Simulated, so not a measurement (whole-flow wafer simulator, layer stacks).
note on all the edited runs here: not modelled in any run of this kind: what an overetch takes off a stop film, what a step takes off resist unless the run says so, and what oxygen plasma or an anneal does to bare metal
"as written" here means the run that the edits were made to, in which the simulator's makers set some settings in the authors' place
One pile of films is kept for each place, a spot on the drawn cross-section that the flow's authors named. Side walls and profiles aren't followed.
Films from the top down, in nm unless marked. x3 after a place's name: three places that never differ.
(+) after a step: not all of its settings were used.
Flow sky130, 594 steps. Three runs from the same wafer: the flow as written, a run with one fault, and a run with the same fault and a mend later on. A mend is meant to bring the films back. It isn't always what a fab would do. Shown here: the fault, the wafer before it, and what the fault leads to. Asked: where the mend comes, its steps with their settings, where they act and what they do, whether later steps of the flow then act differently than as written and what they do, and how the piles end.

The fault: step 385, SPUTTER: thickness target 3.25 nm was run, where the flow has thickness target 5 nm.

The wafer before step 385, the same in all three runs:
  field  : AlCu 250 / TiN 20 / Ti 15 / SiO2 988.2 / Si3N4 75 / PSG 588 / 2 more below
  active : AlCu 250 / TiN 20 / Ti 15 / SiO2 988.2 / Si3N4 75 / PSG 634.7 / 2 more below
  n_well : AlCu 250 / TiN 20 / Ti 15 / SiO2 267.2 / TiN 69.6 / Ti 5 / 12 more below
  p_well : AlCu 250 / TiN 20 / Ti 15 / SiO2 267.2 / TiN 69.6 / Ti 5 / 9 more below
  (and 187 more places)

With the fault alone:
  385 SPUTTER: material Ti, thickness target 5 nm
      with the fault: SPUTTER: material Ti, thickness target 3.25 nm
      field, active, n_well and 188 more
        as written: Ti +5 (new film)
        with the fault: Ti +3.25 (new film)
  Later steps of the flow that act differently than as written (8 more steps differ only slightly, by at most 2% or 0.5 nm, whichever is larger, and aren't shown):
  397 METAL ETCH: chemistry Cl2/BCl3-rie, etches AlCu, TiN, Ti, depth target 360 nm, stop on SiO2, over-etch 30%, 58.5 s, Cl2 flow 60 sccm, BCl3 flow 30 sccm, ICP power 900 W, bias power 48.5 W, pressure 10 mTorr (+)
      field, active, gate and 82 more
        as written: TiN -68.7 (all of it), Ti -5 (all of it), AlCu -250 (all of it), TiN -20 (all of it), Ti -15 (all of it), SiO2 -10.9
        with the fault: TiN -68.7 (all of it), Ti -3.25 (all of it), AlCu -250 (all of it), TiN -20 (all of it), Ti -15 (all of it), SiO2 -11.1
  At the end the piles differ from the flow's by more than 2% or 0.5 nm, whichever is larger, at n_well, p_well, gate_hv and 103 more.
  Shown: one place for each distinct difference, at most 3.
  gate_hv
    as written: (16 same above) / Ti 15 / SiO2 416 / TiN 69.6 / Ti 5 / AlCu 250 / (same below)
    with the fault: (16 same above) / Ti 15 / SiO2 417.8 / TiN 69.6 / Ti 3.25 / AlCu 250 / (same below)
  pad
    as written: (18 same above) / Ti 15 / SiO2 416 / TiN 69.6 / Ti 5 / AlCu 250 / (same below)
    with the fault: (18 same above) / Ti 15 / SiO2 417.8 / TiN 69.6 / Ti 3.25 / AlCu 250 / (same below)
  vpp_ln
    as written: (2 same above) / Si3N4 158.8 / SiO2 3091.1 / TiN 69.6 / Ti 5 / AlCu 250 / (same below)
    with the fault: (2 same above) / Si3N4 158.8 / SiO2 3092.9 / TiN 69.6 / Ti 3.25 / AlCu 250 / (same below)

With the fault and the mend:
  The mend comes after step 385.
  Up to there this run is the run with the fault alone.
  385a SPUTTER: material Ti, thickness target 1.75 nm (the flow's step 385 once more, with other settings)
      field, active, n_well and 188 more
        Ti +1.75
  No later step of the flow acts differently than as written at any place that is followed.
  At the end the piles are the same as the flow's at every place that both follow.
